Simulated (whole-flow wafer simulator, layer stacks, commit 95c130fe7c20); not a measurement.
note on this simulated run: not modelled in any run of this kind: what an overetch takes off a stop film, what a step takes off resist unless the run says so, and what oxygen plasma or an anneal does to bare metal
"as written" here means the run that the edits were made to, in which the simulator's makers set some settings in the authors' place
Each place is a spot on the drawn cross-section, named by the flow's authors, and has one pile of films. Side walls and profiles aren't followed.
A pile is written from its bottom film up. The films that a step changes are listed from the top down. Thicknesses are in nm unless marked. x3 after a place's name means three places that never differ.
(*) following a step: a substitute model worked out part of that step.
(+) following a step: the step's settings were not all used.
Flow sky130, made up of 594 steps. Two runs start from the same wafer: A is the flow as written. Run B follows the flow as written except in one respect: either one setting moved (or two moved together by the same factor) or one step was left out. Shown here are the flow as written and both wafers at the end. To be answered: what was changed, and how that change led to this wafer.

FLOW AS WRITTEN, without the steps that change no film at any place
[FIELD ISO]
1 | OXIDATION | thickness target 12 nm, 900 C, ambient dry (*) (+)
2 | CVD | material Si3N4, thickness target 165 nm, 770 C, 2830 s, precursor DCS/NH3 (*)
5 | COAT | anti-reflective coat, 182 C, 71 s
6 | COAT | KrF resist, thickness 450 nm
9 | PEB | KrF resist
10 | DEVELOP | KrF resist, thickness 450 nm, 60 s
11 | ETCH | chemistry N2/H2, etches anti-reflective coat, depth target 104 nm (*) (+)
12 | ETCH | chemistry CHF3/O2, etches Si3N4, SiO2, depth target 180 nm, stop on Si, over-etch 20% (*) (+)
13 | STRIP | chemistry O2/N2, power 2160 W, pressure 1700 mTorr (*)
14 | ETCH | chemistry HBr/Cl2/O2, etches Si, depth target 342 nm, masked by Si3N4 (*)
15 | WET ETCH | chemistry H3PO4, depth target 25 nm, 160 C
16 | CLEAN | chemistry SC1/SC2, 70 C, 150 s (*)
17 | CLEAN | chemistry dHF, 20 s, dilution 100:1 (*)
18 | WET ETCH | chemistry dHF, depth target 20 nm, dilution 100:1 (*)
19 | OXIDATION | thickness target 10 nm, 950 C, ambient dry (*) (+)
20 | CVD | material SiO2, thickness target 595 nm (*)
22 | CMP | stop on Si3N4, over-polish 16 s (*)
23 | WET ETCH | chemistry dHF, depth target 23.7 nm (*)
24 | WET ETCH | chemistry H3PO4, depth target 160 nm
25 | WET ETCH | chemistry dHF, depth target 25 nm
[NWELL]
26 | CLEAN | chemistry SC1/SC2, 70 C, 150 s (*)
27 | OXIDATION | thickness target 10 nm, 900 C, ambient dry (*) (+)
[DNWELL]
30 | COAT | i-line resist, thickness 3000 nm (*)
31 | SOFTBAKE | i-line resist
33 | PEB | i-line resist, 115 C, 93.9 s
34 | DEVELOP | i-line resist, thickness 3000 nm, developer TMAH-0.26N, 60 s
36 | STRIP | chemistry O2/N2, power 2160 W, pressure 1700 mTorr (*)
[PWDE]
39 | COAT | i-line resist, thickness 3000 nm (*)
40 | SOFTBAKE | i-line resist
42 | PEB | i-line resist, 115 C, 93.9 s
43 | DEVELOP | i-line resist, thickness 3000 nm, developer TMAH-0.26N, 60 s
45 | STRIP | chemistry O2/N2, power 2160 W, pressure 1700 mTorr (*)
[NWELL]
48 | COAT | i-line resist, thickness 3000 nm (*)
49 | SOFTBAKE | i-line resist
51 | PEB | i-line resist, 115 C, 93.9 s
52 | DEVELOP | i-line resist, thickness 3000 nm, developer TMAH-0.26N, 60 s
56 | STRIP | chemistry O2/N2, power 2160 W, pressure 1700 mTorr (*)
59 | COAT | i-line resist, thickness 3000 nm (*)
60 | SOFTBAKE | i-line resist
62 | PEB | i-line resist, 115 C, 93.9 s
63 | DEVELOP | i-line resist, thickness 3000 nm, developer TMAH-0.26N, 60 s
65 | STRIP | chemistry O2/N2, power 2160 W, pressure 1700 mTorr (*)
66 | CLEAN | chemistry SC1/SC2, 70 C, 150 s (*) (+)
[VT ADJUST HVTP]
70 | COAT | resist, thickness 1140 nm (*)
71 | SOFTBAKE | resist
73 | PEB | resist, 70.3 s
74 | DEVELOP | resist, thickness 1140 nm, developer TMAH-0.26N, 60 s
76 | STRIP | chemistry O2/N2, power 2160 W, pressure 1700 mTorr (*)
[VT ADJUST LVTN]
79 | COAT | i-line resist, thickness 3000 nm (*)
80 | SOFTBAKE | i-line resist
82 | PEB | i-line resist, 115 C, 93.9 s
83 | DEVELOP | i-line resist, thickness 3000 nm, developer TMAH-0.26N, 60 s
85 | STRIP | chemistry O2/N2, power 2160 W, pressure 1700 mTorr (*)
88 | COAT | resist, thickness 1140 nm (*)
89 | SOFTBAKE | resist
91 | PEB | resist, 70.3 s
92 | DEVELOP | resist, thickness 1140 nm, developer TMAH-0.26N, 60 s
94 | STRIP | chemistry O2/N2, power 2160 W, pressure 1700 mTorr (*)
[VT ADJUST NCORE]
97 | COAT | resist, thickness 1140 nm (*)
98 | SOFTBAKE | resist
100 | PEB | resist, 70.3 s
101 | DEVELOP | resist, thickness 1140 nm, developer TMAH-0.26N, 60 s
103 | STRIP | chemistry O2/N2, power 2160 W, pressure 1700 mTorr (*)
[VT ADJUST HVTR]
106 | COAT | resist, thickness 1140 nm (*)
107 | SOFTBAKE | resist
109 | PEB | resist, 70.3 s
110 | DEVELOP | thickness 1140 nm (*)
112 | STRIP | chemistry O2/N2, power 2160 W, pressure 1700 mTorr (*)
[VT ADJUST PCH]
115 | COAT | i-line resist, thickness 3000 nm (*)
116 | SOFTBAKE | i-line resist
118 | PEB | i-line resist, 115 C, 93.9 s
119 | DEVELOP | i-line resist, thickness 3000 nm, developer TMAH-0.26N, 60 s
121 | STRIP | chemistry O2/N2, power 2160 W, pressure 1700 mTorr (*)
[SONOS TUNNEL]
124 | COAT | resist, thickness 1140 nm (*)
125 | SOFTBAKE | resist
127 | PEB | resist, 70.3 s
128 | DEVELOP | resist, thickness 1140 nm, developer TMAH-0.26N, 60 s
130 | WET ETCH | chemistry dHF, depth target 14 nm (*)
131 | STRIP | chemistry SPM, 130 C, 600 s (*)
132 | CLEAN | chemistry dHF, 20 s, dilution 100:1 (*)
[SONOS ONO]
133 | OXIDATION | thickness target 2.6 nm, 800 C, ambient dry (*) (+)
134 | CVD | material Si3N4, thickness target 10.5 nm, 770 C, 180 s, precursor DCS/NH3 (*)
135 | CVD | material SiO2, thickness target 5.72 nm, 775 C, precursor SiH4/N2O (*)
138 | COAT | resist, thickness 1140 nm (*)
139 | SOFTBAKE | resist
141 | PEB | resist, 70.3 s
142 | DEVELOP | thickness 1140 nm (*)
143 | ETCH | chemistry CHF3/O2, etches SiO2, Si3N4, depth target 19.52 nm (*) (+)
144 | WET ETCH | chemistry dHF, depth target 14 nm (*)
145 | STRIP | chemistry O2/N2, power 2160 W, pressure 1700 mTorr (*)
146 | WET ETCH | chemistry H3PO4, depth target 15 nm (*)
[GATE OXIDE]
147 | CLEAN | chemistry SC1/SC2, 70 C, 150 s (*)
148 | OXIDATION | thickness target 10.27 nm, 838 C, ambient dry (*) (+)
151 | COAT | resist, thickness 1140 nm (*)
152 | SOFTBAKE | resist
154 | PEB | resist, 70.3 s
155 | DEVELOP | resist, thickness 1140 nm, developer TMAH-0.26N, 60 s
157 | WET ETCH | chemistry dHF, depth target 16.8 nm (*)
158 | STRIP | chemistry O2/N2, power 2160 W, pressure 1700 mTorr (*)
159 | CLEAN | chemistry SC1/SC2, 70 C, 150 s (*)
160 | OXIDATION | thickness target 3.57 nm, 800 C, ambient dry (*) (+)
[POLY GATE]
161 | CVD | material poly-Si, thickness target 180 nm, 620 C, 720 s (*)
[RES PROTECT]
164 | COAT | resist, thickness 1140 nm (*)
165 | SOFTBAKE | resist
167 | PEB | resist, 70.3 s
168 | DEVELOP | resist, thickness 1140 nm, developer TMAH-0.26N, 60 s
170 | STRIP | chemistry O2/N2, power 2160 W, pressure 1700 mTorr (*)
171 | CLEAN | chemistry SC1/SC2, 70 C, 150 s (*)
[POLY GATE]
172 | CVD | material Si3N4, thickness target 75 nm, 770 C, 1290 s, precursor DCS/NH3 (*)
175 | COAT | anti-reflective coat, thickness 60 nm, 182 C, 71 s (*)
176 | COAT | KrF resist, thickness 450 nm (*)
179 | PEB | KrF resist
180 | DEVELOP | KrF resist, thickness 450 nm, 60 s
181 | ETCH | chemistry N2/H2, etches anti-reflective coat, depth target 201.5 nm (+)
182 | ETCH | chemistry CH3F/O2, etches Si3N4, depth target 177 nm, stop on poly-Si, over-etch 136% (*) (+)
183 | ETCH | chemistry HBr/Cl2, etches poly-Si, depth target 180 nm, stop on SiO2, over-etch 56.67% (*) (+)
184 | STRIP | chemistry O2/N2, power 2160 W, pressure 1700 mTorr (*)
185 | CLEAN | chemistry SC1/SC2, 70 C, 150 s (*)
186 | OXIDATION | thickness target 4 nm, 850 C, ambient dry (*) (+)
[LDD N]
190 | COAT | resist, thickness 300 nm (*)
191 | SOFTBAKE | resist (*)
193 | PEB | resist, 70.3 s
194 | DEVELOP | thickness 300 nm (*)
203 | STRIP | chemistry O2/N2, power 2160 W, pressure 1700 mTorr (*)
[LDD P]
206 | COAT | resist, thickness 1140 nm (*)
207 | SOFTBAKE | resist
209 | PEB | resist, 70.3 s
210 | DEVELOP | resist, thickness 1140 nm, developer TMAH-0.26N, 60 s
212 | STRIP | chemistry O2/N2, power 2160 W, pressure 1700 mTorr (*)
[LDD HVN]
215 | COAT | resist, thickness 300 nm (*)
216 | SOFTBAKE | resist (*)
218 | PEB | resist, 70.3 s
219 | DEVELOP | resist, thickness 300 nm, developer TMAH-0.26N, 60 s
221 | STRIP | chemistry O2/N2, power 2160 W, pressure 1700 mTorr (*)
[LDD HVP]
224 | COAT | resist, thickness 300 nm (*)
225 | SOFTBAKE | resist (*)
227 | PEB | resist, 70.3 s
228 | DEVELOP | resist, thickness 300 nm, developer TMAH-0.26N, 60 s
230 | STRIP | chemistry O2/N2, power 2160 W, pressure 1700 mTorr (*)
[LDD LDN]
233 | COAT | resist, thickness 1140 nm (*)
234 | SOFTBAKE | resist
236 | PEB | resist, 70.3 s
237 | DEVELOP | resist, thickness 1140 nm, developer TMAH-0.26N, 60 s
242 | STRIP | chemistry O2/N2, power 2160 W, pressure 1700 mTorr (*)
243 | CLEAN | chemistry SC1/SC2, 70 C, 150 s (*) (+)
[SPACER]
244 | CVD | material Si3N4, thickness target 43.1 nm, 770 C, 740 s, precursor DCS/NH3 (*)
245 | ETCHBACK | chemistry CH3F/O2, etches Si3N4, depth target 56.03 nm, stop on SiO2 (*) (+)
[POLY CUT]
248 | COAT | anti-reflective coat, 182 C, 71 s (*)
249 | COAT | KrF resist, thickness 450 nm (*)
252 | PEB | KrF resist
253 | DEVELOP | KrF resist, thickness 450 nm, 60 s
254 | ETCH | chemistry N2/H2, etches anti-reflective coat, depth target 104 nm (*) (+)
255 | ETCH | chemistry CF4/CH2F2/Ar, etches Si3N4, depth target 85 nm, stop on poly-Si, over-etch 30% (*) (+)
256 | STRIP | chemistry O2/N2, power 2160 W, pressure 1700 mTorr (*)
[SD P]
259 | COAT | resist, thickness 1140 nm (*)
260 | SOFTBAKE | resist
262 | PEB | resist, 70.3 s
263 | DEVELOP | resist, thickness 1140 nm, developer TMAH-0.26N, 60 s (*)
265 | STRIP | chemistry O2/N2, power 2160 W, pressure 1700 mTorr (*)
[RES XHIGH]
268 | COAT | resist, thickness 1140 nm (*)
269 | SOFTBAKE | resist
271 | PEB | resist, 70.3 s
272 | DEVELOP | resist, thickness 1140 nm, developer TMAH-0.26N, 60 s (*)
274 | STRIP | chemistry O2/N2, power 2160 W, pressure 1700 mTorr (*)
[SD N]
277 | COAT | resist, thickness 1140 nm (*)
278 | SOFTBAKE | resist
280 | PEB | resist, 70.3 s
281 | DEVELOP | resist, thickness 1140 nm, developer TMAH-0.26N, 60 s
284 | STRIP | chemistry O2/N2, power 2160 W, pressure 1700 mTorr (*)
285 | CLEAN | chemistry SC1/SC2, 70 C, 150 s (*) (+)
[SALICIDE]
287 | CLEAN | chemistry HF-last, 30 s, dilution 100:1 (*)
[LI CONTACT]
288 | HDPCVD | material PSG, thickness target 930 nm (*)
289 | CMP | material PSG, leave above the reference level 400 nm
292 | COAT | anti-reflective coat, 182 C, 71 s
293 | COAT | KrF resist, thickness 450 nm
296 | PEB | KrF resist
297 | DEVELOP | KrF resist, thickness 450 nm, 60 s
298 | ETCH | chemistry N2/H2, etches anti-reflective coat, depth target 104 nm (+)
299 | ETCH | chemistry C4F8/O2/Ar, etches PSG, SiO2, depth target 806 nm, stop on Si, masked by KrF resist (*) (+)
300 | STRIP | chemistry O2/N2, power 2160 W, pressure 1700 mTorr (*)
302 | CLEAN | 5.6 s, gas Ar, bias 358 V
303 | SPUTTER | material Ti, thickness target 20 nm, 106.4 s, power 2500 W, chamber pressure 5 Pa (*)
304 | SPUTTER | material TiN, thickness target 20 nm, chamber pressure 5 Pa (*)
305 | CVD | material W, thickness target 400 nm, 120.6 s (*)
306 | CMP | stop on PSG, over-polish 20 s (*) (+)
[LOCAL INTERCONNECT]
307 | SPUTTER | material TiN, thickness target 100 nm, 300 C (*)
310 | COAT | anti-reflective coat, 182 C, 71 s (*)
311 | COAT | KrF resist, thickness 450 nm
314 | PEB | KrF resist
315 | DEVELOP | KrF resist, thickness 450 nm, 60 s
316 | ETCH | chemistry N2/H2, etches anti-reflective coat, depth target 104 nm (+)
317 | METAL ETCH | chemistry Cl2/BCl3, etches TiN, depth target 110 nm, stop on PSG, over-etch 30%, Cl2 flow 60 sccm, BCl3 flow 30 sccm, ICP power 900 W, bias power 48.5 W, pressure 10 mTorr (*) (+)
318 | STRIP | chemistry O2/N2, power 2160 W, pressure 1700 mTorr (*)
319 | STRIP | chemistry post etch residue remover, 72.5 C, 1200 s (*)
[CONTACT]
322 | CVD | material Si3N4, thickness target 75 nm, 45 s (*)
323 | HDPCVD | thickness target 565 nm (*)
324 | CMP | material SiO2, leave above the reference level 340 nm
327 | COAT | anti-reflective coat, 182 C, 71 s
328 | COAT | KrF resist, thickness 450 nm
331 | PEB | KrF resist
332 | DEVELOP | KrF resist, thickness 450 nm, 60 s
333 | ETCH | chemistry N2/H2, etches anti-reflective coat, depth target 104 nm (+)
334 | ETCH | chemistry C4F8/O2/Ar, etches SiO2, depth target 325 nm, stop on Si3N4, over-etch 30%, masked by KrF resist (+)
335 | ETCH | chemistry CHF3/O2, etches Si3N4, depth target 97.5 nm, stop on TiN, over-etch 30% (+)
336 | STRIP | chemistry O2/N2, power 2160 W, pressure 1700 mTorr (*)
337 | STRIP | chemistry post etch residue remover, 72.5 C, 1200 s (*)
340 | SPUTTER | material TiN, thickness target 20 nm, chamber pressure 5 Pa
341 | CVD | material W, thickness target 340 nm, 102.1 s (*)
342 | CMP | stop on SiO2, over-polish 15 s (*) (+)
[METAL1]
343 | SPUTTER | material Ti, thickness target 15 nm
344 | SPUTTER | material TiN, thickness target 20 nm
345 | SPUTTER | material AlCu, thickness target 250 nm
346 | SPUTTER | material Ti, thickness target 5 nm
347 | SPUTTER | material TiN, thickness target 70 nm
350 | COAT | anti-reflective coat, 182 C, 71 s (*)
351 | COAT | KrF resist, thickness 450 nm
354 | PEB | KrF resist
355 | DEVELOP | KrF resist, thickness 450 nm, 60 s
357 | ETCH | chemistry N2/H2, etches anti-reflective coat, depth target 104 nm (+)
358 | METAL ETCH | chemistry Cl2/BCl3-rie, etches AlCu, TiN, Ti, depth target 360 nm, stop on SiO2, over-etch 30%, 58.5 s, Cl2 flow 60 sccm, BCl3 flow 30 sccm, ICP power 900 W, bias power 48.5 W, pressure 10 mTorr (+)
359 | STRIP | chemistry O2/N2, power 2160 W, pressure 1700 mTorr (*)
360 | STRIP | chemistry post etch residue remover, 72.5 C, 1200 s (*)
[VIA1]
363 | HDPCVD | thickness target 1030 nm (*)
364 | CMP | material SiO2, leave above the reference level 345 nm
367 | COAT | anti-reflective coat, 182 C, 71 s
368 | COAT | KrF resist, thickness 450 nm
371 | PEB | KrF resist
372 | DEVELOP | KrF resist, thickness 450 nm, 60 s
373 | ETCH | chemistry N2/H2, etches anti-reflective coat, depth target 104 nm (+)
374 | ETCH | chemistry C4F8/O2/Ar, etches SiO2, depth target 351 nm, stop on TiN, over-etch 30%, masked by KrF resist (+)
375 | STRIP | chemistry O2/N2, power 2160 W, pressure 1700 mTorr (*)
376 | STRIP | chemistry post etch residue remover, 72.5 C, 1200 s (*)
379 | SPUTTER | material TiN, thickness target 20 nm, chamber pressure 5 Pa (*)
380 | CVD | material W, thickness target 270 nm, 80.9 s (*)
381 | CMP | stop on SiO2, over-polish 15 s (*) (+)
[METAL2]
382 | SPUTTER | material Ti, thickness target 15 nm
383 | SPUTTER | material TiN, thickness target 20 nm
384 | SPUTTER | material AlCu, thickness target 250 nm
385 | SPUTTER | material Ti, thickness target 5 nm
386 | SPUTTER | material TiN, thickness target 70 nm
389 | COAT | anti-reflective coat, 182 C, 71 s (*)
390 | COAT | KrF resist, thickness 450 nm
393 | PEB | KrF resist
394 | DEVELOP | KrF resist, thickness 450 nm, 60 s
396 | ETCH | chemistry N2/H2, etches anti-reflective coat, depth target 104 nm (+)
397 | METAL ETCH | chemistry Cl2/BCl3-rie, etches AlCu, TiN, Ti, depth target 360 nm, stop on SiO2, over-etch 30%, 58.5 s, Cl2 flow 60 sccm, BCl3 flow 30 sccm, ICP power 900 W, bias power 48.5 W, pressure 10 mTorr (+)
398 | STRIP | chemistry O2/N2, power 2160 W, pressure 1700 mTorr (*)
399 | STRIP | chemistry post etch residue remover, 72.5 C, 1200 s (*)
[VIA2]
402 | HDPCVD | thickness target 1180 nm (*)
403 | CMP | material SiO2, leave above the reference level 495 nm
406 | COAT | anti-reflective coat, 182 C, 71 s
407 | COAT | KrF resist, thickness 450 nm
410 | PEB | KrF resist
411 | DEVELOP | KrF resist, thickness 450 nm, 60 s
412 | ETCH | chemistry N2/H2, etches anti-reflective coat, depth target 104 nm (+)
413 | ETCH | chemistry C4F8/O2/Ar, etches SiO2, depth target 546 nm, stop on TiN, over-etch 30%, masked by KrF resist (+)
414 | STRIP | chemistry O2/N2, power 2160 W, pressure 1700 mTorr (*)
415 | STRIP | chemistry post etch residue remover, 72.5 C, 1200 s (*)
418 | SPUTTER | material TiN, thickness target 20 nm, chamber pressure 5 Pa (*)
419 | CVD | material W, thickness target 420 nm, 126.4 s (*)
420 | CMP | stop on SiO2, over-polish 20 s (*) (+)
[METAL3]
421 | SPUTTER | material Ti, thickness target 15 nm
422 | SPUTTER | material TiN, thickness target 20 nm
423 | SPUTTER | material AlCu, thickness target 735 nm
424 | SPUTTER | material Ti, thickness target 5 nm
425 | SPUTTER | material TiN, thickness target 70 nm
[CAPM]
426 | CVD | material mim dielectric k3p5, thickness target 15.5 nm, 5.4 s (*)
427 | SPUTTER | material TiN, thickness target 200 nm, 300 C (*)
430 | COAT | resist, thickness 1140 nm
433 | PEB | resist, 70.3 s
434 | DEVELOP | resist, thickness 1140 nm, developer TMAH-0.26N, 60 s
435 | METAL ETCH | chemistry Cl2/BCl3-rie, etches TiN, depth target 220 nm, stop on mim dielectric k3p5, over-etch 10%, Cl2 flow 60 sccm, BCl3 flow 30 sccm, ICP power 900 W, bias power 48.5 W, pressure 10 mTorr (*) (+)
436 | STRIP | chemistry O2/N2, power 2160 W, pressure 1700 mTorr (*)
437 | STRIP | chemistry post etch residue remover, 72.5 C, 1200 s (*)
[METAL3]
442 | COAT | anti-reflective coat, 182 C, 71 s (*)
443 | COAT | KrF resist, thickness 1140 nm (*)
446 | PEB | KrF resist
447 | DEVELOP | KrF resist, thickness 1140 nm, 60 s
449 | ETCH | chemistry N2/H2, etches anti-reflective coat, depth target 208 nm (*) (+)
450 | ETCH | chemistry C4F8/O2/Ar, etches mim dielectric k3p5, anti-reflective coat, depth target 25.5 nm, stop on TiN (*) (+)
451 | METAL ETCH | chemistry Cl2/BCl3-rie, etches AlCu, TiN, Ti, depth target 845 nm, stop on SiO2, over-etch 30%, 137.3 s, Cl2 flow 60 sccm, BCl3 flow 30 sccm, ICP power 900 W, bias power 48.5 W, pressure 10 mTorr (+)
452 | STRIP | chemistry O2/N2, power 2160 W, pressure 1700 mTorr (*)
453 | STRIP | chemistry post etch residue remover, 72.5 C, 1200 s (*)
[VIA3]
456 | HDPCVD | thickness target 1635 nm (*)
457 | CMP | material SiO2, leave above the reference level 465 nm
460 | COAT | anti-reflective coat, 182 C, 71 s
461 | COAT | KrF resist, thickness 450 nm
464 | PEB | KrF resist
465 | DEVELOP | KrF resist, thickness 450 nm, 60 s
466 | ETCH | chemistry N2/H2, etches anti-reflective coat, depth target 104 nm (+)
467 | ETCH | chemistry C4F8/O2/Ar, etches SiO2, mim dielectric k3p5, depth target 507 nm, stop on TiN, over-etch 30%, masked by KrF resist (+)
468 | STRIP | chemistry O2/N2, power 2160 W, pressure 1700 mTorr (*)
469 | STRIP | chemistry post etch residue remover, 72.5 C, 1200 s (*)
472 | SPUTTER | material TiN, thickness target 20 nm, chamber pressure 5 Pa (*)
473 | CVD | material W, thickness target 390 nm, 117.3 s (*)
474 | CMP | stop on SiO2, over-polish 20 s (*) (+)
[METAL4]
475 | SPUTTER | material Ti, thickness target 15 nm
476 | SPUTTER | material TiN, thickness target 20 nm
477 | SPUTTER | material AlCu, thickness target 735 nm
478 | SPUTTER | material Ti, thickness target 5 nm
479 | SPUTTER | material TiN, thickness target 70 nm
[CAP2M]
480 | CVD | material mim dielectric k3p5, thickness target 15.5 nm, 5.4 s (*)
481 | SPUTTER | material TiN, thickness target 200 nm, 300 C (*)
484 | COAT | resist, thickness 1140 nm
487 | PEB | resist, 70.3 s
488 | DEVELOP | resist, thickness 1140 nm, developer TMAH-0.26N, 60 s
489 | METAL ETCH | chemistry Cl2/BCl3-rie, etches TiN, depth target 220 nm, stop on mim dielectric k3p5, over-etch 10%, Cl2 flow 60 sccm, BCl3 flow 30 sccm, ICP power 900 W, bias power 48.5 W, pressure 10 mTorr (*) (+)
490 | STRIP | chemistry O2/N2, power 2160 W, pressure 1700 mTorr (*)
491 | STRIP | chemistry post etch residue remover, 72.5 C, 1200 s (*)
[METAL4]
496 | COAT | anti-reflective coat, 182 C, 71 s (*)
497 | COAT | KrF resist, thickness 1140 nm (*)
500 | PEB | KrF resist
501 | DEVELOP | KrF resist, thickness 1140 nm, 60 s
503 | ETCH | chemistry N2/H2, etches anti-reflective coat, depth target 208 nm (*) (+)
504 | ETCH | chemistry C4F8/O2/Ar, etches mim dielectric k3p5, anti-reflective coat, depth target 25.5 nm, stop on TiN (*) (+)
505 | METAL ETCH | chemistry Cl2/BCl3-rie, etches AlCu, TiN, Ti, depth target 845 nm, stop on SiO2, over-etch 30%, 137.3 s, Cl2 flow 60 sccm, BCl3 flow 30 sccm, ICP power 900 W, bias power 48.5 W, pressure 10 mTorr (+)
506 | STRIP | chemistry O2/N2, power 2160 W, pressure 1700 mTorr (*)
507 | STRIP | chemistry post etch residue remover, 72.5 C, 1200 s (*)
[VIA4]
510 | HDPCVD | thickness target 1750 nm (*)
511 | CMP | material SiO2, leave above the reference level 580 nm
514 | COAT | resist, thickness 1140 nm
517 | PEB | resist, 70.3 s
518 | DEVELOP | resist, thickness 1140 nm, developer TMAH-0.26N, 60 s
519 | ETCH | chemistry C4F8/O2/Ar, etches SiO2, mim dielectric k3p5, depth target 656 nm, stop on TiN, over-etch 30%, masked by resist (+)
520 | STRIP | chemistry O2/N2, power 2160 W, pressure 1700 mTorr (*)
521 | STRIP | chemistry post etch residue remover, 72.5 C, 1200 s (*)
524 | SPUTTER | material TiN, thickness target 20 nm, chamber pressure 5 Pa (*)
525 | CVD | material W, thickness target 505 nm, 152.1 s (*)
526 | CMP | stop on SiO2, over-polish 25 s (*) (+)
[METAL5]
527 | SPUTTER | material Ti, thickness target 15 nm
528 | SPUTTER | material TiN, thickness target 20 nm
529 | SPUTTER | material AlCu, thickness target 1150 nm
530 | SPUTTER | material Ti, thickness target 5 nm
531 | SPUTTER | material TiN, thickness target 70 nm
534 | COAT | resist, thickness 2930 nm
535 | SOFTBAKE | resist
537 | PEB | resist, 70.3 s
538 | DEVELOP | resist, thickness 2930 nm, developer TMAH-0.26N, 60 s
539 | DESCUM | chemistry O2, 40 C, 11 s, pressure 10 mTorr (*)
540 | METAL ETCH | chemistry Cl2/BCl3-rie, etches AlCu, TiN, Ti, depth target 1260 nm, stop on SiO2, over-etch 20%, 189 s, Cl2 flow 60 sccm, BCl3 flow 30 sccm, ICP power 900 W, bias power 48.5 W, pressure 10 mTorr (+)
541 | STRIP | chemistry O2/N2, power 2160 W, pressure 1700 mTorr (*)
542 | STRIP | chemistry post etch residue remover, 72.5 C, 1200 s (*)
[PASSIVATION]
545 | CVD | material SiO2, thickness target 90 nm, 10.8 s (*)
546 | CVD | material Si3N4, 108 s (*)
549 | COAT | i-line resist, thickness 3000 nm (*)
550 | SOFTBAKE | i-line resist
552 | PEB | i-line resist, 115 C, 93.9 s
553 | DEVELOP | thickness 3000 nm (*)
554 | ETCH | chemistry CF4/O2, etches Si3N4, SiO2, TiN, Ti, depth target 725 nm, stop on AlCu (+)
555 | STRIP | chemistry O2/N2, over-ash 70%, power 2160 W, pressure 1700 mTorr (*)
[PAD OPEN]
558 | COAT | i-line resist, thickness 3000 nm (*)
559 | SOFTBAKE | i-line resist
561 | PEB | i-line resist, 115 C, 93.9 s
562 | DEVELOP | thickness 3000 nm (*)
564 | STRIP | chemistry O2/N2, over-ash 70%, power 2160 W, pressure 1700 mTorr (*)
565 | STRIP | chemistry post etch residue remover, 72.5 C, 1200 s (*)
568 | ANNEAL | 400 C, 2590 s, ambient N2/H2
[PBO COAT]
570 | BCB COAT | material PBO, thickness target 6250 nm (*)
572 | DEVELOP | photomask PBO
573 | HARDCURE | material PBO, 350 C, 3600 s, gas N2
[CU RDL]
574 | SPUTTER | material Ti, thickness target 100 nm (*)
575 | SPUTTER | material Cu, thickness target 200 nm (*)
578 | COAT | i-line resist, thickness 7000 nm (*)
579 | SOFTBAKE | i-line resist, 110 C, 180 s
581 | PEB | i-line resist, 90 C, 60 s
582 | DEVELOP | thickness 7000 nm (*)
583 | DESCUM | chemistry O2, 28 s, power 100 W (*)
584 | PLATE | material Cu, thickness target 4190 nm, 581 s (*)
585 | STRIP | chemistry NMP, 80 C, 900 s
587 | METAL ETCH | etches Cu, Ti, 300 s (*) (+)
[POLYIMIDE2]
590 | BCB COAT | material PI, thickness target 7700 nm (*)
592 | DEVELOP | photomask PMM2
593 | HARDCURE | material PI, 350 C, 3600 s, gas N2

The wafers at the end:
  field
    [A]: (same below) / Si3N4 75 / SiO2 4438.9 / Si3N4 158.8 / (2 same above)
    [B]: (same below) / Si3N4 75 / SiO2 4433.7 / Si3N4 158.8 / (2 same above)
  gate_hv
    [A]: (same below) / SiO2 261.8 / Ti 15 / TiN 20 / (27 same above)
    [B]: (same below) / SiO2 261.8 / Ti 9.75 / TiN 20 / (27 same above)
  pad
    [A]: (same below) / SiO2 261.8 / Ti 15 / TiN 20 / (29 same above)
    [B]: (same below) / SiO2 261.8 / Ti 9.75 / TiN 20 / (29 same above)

The reason: step 343, SPUTTER: thickness target 9.75 nm was run, whereas the flow has thickness target 15 nm.
The wafer itself shows it: gate_hv has Ti 9.75, and step 343 as written asks for 15 nm.

How this came from the change, step by step:
  343 | SPUTTER | material Ti, thickness target 15 nm
      field, active, n_well and 188 more: A +15 Ti (new film) | B +9.75 Ti (new film)
  358 | METAL ETCH | chemistry Cl2/BCl3-rie, etches AlCu, TiN, Ti, depth target 360 nm, stop on SiO2, over-etch 30%, 58.5 s, Cl2 flow 60 sccm, BCl3 flow 30 sccm, ICP power 900 W, bias power 48.5 W, pressure 10 mTorr (+)
      field, active, gate and 81 more: A -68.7 TiN (all of it), -5 Ti (all of it), -250 AlCu (all of it), -20 TiN (all of it), -15 Ti (all of it), -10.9 SiO2 | B -68.7 TiN (all of it), -5 Ti (all of it), -250 AlCu (all of it), -20 TiN (all of it), -9.75 Ti (all of it), -11.5 SiO2
